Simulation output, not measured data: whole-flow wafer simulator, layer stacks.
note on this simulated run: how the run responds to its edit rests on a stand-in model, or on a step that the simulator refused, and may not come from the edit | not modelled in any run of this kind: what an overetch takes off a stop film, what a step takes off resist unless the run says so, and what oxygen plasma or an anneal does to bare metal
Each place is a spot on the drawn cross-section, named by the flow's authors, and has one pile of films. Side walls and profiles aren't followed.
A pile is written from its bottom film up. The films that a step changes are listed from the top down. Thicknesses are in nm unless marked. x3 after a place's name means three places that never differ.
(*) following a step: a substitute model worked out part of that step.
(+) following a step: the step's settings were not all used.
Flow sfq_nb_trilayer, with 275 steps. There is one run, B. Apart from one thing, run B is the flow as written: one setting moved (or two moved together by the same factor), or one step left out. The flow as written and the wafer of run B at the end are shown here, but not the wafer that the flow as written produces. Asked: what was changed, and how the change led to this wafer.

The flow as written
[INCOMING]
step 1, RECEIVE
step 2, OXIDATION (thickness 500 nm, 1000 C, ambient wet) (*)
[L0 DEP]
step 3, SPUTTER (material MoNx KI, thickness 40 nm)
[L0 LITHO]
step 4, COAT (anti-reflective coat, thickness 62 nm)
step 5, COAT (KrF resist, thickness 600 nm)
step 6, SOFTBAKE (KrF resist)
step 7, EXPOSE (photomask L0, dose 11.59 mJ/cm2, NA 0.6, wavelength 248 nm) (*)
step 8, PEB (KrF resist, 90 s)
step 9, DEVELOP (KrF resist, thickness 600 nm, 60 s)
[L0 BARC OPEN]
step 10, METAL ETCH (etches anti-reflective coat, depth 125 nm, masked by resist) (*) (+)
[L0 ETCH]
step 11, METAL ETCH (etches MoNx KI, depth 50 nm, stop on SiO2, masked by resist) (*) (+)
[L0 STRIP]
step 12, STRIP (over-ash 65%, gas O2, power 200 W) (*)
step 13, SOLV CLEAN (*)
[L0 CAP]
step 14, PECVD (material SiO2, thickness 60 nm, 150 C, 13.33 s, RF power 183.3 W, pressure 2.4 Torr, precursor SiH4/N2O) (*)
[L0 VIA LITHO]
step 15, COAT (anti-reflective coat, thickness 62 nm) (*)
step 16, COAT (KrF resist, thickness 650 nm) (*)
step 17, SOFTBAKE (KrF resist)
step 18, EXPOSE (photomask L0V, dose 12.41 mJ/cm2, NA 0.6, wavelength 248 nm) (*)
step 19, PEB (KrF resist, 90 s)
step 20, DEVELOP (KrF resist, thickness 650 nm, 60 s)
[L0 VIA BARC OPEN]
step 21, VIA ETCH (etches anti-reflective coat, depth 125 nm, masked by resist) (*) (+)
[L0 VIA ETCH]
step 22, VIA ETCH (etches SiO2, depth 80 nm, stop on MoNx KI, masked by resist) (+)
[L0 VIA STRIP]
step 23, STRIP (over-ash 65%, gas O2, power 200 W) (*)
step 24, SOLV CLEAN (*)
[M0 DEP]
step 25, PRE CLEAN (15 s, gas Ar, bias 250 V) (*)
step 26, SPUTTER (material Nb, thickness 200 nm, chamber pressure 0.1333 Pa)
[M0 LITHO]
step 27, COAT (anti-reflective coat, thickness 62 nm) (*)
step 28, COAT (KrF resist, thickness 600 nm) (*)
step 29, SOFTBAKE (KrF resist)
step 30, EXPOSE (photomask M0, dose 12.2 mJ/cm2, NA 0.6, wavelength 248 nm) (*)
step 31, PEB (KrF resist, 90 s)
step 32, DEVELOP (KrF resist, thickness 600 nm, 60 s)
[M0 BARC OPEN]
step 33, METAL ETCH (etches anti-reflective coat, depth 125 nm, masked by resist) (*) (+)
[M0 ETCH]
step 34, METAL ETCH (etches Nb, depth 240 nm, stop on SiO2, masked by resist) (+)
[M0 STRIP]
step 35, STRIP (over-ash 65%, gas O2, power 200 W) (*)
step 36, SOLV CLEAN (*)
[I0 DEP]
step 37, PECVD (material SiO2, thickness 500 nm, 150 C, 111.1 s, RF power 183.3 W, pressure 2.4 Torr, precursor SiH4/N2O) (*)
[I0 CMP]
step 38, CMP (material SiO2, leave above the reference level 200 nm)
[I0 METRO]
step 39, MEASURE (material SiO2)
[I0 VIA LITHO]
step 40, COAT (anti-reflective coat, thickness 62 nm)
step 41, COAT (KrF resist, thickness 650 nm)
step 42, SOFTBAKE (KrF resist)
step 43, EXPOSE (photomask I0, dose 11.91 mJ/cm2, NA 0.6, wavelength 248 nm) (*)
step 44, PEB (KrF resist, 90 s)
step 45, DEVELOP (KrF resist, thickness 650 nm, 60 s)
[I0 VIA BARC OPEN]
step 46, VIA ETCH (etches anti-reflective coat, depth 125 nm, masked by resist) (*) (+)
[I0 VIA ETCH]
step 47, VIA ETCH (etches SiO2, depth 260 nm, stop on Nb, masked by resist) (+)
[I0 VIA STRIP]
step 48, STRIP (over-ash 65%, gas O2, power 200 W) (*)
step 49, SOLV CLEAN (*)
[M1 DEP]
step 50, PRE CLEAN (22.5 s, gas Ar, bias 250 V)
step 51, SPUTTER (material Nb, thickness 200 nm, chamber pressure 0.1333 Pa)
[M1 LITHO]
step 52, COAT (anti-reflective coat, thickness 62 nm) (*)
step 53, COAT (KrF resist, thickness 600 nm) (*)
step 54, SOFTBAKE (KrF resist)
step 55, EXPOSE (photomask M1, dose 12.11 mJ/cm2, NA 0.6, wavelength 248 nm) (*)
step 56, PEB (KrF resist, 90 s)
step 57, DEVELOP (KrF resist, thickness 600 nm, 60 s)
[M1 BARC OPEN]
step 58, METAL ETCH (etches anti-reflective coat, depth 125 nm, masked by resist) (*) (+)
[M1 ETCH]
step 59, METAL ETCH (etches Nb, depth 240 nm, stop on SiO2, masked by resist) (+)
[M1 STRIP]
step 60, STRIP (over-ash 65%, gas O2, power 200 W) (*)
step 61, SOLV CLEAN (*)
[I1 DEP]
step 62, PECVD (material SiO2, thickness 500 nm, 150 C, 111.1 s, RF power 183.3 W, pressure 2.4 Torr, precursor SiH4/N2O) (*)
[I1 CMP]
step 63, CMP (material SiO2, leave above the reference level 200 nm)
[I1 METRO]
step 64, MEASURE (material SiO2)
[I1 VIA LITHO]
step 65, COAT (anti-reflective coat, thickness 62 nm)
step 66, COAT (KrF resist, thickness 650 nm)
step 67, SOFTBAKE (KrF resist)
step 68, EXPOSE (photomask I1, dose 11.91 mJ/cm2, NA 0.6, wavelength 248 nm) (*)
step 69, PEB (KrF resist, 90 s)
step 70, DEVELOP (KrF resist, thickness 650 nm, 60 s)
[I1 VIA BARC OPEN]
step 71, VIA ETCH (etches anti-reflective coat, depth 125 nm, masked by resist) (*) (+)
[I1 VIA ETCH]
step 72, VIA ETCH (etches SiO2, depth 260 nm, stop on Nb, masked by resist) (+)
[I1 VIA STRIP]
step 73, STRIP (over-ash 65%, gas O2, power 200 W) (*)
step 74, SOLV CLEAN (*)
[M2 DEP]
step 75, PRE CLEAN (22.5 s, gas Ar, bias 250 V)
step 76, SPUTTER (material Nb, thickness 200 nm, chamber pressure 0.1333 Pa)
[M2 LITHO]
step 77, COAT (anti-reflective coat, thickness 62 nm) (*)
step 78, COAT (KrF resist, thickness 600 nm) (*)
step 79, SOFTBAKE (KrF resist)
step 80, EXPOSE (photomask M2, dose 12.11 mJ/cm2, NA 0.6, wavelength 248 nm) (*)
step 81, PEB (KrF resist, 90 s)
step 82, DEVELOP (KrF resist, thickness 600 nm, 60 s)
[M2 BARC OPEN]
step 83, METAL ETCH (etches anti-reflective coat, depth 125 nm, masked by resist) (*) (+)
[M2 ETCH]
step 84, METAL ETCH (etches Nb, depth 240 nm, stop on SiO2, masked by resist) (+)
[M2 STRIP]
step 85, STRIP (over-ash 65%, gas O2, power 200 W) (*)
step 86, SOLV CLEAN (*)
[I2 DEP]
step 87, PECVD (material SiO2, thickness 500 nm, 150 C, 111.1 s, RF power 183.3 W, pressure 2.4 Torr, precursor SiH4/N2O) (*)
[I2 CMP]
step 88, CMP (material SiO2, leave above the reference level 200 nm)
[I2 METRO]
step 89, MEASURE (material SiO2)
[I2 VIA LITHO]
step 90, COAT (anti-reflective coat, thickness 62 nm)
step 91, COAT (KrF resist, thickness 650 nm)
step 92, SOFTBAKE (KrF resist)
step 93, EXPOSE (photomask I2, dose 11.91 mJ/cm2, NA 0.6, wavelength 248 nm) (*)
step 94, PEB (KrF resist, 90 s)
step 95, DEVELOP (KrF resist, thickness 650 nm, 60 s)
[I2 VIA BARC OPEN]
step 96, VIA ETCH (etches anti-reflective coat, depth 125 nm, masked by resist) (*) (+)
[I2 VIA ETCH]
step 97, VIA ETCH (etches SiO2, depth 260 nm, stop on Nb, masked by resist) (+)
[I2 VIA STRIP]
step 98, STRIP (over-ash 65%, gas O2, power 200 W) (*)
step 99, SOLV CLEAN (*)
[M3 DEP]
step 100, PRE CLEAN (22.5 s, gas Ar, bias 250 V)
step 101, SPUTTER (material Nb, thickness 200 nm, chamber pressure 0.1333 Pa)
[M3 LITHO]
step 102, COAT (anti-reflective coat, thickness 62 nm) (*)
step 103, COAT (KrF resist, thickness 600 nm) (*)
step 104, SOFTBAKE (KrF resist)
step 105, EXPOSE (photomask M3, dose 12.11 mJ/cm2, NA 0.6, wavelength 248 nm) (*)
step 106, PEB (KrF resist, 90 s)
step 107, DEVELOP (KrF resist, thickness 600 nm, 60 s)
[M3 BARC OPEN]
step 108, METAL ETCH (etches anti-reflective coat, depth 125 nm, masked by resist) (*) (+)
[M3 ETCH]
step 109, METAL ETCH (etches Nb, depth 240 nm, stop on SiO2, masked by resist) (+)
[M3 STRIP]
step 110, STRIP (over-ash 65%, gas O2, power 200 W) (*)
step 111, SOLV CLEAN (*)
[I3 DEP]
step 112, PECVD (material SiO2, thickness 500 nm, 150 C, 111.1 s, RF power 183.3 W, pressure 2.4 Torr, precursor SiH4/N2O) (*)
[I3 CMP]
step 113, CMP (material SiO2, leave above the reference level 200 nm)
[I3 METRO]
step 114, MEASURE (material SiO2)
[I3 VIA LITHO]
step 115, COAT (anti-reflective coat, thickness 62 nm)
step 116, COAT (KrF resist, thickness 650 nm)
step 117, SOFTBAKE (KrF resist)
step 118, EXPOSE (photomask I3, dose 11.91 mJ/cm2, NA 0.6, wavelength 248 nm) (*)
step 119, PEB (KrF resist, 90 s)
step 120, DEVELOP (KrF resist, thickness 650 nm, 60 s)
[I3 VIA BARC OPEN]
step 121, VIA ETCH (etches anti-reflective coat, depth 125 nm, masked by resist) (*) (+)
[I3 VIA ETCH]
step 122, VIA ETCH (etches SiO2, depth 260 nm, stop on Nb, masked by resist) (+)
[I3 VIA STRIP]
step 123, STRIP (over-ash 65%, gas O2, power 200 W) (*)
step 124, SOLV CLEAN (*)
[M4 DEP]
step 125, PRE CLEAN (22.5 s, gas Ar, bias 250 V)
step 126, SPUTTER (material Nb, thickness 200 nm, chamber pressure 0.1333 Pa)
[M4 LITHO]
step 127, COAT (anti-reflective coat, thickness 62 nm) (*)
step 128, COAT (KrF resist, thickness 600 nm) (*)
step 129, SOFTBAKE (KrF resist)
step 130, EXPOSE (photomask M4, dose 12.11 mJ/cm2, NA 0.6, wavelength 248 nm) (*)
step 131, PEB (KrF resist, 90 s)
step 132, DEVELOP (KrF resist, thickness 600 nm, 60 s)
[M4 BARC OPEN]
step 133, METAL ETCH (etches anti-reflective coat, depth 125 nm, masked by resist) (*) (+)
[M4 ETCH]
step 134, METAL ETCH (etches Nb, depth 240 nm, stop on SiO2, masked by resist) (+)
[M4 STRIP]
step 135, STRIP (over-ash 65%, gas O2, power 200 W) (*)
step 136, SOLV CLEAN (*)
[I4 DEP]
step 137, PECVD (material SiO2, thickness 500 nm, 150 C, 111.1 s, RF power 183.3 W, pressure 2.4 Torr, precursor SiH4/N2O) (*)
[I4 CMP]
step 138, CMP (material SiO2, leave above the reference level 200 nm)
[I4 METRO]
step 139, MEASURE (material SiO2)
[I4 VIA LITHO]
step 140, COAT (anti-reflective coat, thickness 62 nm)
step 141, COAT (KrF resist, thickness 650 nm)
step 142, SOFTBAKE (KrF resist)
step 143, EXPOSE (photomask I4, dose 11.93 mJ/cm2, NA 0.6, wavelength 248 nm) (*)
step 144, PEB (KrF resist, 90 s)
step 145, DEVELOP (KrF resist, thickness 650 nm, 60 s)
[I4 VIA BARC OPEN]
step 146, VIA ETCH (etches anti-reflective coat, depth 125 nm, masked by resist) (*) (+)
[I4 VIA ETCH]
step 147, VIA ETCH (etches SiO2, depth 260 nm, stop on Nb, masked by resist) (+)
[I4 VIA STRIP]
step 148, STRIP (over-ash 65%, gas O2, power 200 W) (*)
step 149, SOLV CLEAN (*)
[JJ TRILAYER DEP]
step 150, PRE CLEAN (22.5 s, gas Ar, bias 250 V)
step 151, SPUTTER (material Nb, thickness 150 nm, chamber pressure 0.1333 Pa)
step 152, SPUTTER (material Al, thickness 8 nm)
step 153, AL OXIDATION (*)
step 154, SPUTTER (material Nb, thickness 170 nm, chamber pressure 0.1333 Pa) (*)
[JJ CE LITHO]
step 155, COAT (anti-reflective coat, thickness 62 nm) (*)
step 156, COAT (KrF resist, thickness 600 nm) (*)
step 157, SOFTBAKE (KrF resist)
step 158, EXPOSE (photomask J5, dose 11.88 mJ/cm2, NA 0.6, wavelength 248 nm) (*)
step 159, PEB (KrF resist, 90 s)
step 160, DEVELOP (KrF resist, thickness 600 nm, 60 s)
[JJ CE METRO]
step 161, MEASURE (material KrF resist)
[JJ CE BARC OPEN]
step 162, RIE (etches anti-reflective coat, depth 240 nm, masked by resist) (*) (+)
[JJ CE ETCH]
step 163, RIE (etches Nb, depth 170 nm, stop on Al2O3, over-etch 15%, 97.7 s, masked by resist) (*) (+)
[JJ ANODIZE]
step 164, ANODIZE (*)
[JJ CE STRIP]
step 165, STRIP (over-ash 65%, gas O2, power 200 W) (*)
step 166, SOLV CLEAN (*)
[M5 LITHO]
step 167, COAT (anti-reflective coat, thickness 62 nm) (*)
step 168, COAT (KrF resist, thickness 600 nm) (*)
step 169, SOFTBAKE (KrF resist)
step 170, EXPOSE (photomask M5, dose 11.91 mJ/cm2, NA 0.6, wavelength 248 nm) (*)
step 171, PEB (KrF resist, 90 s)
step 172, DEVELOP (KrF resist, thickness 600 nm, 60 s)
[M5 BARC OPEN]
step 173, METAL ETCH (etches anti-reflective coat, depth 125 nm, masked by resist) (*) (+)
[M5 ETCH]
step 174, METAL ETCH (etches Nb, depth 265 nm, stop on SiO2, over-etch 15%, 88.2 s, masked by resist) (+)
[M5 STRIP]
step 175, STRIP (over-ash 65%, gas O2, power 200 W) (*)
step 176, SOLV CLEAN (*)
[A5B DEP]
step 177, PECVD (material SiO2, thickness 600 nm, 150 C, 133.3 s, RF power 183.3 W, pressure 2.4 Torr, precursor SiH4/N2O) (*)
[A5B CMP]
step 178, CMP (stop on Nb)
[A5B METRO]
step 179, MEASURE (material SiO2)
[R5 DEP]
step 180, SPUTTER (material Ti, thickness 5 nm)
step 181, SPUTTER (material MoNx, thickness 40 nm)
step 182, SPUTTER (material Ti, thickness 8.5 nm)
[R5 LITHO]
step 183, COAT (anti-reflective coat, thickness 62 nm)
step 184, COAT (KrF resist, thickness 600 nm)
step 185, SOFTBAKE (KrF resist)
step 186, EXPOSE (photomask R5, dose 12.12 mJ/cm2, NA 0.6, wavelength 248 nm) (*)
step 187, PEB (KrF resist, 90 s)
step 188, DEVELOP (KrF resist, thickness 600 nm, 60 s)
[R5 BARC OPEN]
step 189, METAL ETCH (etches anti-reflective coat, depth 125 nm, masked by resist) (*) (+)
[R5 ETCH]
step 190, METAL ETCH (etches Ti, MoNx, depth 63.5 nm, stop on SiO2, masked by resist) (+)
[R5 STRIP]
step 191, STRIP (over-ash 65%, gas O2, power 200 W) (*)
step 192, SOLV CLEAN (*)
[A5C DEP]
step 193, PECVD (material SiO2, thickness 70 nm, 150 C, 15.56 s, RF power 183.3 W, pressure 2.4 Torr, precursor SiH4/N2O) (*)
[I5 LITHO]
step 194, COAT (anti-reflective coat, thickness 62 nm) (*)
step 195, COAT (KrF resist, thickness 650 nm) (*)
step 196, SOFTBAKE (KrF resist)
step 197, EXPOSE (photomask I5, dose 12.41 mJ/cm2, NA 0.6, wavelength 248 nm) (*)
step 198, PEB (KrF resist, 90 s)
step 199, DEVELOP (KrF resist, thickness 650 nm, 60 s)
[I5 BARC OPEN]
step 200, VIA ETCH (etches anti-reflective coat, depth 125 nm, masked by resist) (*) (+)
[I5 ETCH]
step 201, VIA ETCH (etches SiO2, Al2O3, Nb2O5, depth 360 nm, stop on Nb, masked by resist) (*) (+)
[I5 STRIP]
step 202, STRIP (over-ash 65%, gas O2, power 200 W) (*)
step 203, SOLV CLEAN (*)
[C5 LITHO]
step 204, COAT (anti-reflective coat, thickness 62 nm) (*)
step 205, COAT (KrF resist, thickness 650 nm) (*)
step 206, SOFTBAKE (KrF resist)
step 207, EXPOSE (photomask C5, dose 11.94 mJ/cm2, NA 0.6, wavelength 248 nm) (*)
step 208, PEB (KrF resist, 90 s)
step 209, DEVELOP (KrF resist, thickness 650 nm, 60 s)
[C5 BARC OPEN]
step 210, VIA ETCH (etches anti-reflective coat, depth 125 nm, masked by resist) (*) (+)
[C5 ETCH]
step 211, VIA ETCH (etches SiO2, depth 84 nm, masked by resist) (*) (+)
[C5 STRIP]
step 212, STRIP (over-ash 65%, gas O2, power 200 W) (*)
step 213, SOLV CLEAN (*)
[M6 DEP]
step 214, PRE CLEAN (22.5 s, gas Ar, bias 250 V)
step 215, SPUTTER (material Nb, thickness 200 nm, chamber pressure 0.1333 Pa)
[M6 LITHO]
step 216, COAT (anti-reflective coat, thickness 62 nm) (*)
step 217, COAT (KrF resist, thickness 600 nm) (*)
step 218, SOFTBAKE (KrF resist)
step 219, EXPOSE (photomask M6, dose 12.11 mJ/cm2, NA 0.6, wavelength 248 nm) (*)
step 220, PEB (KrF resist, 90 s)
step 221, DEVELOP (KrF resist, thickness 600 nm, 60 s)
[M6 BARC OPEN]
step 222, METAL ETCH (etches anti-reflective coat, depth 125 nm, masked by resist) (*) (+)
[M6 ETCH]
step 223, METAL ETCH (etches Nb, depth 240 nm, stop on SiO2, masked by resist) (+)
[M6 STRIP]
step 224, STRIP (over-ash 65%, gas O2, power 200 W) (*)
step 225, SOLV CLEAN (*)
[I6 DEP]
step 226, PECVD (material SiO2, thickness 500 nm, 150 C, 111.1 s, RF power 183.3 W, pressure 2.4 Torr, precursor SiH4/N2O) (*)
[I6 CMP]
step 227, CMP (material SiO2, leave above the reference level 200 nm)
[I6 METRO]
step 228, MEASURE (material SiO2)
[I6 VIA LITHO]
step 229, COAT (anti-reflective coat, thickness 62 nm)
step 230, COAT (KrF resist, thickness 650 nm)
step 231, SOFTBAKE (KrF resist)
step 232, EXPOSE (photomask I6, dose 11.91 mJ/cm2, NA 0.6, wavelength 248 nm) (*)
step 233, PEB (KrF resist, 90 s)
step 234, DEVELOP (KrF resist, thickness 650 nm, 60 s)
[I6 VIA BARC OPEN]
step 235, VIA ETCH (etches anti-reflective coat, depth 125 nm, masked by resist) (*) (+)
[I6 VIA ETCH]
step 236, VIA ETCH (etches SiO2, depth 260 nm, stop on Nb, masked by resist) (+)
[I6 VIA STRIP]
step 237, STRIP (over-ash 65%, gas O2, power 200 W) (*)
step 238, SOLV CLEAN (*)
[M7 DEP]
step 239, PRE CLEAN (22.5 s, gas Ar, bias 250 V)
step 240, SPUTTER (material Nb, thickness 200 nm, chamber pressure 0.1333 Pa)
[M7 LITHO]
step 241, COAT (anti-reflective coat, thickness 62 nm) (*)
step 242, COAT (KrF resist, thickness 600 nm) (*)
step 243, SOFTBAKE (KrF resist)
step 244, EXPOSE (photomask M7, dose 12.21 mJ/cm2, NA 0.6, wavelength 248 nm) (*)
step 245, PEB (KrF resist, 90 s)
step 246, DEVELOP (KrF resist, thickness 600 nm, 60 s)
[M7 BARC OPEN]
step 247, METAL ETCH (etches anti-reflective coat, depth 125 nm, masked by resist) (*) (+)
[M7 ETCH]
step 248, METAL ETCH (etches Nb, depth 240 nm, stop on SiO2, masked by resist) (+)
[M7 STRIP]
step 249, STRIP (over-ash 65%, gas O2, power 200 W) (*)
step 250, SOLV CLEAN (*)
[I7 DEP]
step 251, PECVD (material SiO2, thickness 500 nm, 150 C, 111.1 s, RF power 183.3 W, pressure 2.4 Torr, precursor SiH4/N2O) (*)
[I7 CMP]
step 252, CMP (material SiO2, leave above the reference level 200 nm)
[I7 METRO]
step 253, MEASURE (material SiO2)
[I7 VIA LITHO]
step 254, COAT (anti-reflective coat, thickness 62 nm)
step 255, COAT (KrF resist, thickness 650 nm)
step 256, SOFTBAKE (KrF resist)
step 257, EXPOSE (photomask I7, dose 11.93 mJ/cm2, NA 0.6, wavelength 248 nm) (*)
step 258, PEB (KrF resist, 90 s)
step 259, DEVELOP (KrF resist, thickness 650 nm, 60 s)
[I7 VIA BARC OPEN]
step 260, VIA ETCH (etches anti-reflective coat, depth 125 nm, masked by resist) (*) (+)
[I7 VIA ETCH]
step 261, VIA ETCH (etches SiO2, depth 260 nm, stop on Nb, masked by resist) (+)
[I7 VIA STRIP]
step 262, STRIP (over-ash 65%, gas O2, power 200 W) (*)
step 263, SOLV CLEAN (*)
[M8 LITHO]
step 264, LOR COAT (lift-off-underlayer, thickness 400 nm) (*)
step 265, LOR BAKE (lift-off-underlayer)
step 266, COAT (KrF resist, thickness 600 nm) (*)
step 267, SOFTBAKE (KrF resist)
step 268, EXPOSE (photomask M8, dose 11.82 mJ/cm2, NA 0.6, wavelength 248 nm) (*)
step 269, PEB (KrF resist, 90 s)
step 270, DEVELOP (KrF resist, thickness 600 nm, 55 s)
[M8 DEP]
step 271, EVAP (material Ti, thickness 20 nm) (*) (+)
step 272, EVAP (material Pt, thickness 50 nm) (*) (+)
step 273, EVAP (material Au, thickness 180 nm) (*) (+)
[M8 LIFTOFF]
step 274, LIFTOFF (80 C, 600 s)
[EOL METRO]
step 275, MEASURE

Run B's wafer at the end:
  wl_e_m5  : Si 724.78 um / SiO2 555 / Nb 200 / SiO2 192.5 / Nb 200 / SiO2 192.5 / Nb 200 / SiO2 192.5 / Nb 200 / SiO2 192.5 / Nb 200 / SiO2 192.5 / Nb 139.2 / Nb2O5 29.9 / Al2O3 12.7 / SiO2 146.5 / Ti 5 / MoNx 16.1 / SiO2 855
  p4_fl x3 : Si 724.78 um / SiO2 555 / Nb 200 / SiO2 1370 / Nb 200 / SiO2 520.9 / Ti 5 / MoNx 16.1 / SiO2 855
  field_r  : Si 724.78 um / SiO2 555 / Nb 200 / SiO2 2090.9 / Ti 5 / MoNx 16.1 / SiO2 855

The reason: step 190, METAL ETCH: depth 32.4 nm was run, though the flow has depth 63.5 nm.

Step by step, how the change led to this:
  step 190, METAL ETCH (etches Ti, MoNx, depth 63.5 nm, stop on SiO2, masked by resist) (+)
      field_l, v_sur, via_wl and 92 more: -8.5 Ti (all of it), -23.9 MoNx (as written it would have been: -8.5 Ti (all of it), -40 MoNx (all of it), -5 Ti (all of it))
      ce_l, c5j, ce_r, wl_jj: -8.5 Ti (all of it), -23.9 MoNx (as written it would have been: -8.5 Ti (all of it), -40 MoNx (all of it), -5 Ti (all of it), -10 Nb)
      (and at 7 other places as well)
  step 191, STRIP (over-ash 65%, gas O2, power 200 W) (*)
      be_r, r_sur, res, r_end, r5r_line_l, r5r_line_c, r5r_line_r: -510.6 KrF resist (all of it), -62 anti-reflective coat (all of it) (as written it would have been: -498.2 KrF resist (all of it), -62 anti-reflective coat (all of it))
  step 193, PECVD (material SiO2, thickness 70 nm, 150 C, 15.56 s, RF power 183.3 W, pressure 2.4 Torr, precursor SiH4/N2O) (*)
      field_l, v_sur, via_wl and 92 more: +70 SiO2 (new film) (as written it would have been: +70 SiO2)
  step 194, COAT (anti-reflective coat, thickness 62 nm) (*)
      wl_j_sl, wl_j_sr: +62 anti-reflective coat (new film) (as written it would have been: +60.2 anti-reflective coat (new film))
      r5r_spacepad_l, r5r_spacepad_r: +75.3 anti-reflective coat (new film) (as written it would have been: +84.4 anti-reflective coat (new film))
      (and at 15 other places as well)
  step 201, VIA ETCH (etches SiO2, Al2O3, Nb2O5, depth 360 nm, stop on Nb, masked by resist) (*) (+)
      be: -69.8 SiO2 (all of it), -16.1 MoNx (all of it), -5 Ti (all of it), -146.5 SiO2 (all of it), -12.7 Al2O3 (all of it), -29.9 Nb2O5 (all of it) (as written it would have been: -216.4 SiO2 (all of it), -12.7 Al2O3 (all of it), -29.9 Nb2O5 (all of it))
  step 202, STRIP (over-ash 65%, gas O2, power 200 W) (*)
      wl_j_sl, wl_j_sr: -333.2 KrF resist (all of it), -62 anti-reflective coat (all of it) (as written it would have been: -333.3 KrF resist (all of it), -60.2 anti-reflective coat (all of it))
      r5r_spacepad_l, r5r_spacepad_r: -334.7 KrF resist (all of it), -75.3 anti-reflective coat (all of it) (as written it would have been: -335.6 KrF resist (all of it), -84.4 anti-reflective coat (all of it))
      (and at 15 other places as well)
  step 204, COAT (anti-reflective coat, thickness 62 nm) (*)
      wl_j_sl, wl_j_sr: +62 anti-reflective coat (new film) (as written it would have been: +60.2 anti-reflective coat (new film))
      r5r_spacepad_l, r5r_spacepad_r: +75.3 anti-reflective coat (new film) (as written it would have been: +84.4 anti-reflective coat (new film))
      (and at 17 other places as well)
  step 210, VIA ETCH (etches anti-reflective coat, depth 125 nm, masked by resist) (*) (+)
      field_l, v_sur, via_wl and 101 more: -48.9 KrF resist (as written it would have been: -47.4 KrF resist)
      c5j: -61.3 anti-reflective coat (all of it), -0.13 SiO2 (as written it would have been: -63.9 anti-reflective coat (all of it), -0.11 SiO2)
      (and at 1 other place as well)
  step 211, VIA ETCH (etches SiO2, depth 84 nm, masked by resist) (*) (+)
      c5j: -69.9 SiO2 (all of it) (as written it would have been: -69.9 SiO2 (all of it), -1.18 Nb)
  step 212, STRIP (over-ash 65%, gas O2, power 200 W) (*)
      wl_j_sl, wl_j_sr: -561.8 KrF resist (all of it), -62 anti-reflective coat (all of it) (as written it would have been: -563.4 KrF resist (all of it), -60.2 anti-reflective coat (all of it))
      r5r_spacepad_l, r5r_spacepad_r: -563.3 KrF resist (all of it), -75.3 anti-reflective coat (all of it) (as written it would have been: -565.8 KrF resist (all of it), -84.4 anti-reflective coat (all of it))
      (and at 15 other places as well)
  step 214, PRE CLEAN (22.5 s, gas Ar, bias 250 V)
      c5j: -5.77 MoNx (as written it would have been: -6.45 Nb)
  step 215, SPUTTER (material Nb, thickness 200 nm, chamber pressure 0.1333 Pa)
      c5j: +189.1 Nb (new film) (as written it would have been: +188.4 Nb)
      be: +142.6 Nb (as written it would have been: +147.3 Nb)
  step 216, COAT (anti-reflective coat, thickness 62 nm) (*)
      wl_j_sl, wl_j_sr: +62 anti-reflective coat (new film) (as written it would have been: +60.2 anti-reflective coat (new film))
      r5r_line_l, r5r_line_c: +53.8 anti-reflective coat (new film) (as written it would have been: +50 anti-reflective coat (new film))
      (and at 17 other places as well)
  step 217, COAT (KrF resist, thickness 600 nm) (*)
      be: +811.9 KrF resist (new film) (as written it would have been: +793.9 KrF resist (new film))
  step 222, METAL ETCH (etches anti-reflective coat, depth 125 nm, masked by resist) (*) (+)
      r5r_line_l, r5r_line_c: -53.8 anti-reflective coat (all of it) (as written it would have been: -50 anti-reflective coat (all of it))
      r5r_spacepad_l, r5r_spacepad_r: -75.7 anti-reflective coat (all of it) (as written it would have been: -85.7 anti-reflective coat (all of it))
      (and at 3 other places as well)
  step 224, STRIP (over-ash 65%, gas O2, power 200 W) (*)
      wl_j_sl, wl_j_sr: -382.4 KrF resist (all of it), -62 anti-reflective coat (all of it) (as written it would have been: -382.5 KrF resist (all of it), -60.2 anti-reflective coat (all of it))
      wire: -368.1 KrF resist (all of it), -47.3 anti-reflective coat (all of it) (as written it would have been: -369.8 KrF resist (all of it), -48.3 anti-reflective coat (all of it))
      (and at 11 other places as well)
  ... 1 further step ...
  step 227, CMP (material SiO2, leave above the reference level 200 nm)
      ce_l, ce_r, wl_jj: -300 SiO2 (as written it would have been: -290 SiO2)
      be_r, r_sur, r_end: -332.4 SiO2 (as written it would have been: -353.5 SiO2)
      (and at 7 other places as well)
Taking metal films that touch as one body, wl_e_m5 has 7 bodies (between them, from the top down: SiO2 146.5 / Al2O3 12.7 / Nb2O5 29.9; SiO2 192.5; SiO2 192.5; SiO2 192.5; SiO2 192.5; SiO2 192.5); the flow as written gives 6 bodies (between them, from the top down: SiO2 192.5; SiO2 192.5; SiO2 192.5; SiO2 192.5; SiO2 192.5).
Taking metal films that touch as one body, p4_fl x3 has 3 bodies (between them, from the top down: SiO2 520.9; SiO2 1370); the flow as written gives 2 bodies (between them, from the top down: SiO2 1370).
Taking metal films that touch as one body, field_r has 2 bodies (between them, from the top down: SiO2 2090.9); the flow as written gives 1 body.
